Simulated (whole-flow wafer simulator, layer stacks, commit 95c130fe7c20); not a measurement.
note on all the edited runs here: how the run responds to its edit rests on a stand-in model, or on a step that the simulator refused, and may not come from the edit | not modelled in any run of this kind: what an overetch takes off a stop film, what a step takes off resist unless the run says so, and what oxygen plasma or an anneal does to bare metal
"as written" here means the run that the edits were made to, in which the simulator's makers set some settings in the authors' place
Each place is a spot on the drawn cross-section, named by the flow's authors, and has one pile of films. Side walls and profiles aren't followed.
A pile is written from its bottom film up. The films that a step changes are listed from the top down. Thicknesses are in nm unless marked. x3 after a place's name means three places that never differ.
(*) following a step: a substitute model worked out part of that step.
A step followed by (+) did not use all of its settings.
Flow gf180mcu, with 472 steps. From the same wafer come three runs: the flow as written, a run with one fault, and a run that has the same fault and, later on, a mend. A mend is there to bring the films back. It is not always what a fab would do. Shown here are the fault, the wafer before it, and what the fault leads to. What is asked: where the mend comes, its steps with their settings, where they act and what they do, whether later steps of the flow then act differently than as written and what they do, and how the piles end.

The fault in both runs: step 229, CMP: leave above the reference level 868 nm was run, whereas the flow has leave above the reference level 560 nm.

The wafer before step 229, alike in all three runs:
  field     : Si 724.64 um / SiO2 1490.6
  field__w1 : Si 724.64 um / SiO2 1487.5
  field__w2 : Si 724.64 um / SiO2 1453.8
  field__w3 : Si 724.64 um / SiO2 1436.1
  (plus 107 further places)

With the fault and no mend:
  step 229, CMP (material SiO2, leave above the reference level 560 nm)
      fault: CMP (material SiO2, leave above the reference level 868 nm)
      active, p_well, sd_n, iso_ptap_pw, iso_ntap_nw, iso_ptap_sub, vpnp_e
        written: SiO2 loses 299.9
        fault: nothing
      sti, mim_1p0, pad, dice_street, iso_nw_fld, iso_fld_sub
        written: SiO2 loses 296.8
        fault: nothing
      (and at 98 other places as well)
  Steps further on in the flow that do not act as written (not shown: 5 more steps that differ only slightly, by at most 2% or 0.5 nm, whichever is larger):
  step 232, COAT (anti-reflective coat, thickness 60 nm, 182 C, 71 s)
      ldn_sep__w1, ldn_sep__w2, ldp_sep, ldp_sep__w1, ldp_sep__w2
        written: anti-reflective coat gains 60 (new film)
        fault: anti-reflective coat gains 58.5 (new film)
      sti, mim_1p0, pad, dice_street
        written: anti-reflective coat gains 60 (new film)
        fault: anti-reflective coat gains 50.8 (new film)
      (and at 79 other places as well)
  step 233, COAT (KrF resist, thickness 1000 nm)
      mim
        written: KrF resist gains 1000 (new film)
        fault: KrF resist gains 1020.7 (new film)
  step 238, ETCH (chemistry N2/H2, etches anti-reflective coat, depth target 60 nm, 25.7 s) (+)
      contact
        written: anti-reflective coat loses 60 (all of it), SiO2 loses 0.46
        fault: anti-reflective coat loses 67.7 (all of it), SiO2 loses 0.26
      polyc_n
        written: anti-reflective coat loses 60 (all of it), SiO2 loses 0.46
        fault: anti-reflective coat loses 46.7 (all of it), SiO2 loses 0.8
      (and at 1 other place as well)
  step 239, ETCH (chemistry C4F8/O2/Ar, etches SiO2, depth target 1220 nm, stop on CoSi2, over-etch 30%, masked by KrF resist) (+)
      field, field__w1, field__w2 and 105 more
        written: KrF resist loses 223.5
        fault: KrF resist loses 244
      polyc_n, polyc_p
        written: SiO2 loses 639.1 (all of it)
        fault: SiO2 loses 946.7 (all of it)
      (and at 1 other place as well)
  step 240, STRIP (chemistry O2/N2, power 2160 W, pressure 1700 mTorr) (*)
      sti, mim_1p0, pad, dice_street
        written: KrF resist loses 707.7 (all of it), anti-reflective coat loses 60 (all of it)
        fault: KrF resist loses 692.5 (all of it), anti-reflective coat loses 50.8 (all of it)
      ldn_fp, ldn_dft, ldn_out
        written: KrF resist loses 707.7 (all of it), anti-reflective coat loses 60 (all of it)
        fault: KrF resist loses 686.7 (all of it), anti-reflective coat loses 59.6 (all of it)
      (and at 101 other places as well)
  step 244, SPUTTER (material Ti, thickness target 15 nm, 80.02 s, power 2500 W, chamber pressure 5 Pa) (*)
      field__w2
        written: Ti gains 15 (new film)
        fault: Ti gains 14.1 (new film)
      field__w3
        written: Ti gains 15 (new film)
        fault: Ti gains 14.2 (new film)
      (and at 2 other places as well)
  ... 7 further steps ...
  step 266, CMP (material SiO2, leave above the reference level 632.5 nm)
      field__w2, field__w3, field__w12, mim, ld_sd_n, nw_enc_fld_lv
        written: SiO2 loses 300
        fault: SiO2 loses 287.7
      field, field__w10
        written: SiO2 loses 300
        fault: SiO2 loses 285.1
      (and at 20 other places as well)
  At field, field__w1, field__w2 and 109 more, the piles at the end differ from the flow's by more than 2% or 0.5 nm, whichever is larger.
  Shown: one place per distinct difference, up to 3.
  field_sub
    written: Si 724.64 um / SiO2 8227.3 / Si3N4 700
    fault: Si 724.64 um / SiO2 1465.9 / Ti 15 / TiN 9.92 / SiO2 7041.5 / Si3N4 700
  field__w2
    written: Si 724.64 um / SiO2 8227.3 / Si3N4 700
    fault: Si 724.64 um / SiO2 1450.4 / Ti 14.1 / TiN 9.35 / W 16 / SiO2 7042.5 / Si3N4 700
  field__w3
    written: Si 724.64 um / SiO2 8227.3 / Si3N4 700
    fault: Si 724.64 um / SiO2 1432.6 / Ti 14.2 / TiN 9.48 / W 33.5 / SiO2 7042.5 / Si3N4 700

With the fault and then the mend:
  The mend stands after step 237.
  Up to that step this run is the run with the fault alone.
  step 237a, STRIP (chemistry O2/N2, power 2160 W, pressure 1700 mTorr) (*)
      sti, mim_1p0, pad, dice_street
        KrF resist loses 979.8 (all of it), anti-reflective coat loses 50.8 (all of it)
      ldn_fp, ldn_dft, ldn_out
        KrF resist loses 974 (all of it), anti-reflective coat loses 59.6 (all of it)
      p_well, sd_n
        KrF resist loses 979.8 (all of it), anti-reflective coat loses 47.7 (all of it)
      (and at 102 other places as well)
  step 237b, CMP (material SiO2, leave above the reference level 560 nm) (the flow's step 229 again)
      field__w5, field__w9, field__w13 and 53 more
        SiO2 loses 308
      active, p_well, sd_n, iso_ptap_pw, iso_ntap_nw, iso_ptap_sub, vpnp_e
        SiO2 loses 299.9
      sti, mim_1p0, pad, dice_street, iso_nw_fld, iso_fld_sub
        SiO2 loses 296.8
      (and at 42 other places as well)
  step 237c, HMDS (120 C, 60 s) (the flow's step 231 again)
      alters no film at any place that is followed
  step 237d, COAT (anti-reflective coat, thickness 60 nm, 182 C, 71 s) (the flow's step 232 again)
      field, field__w1, field__w2 and 108 more
        anti-reflective coat gains 60 (new film)
  step 237e, COAT (KrF resist, thickness 1000 nm) (the flow's step 233 again)
      field, field__w1, field__w2 and 108 more
        KrF resist gains 1000 (new film)
  step 237f, SOFTBAKE (KrF resist) (the flow's step 234 again)
      alters no film at any place that is followed
  step 237g, EXPOSE (photomask Contact) (the flow's step 235 again)
      alters no film at any place that is followed
  step 237h, PEB (KrF resist, 135 C, 90 s) (the flow's step 236 again)
      field, field__w1, field__w2 and 108 more
        KrF resist loses 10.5
  step 237i, DEVELOP (KrF resist, thickness 1000 nm, 60 s) (the flow's step 237 again)
      field, field__w1, field__w2 and 105 more
        KrF resist loses 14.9
      contact, polyc_n, polyc_p
        KrF resist loses 989.5 (all of it)
  None of the later steps of the flow acts differently than as written at any place that is followed.
  By the end, the piles equal the flow's at every place that both follow.
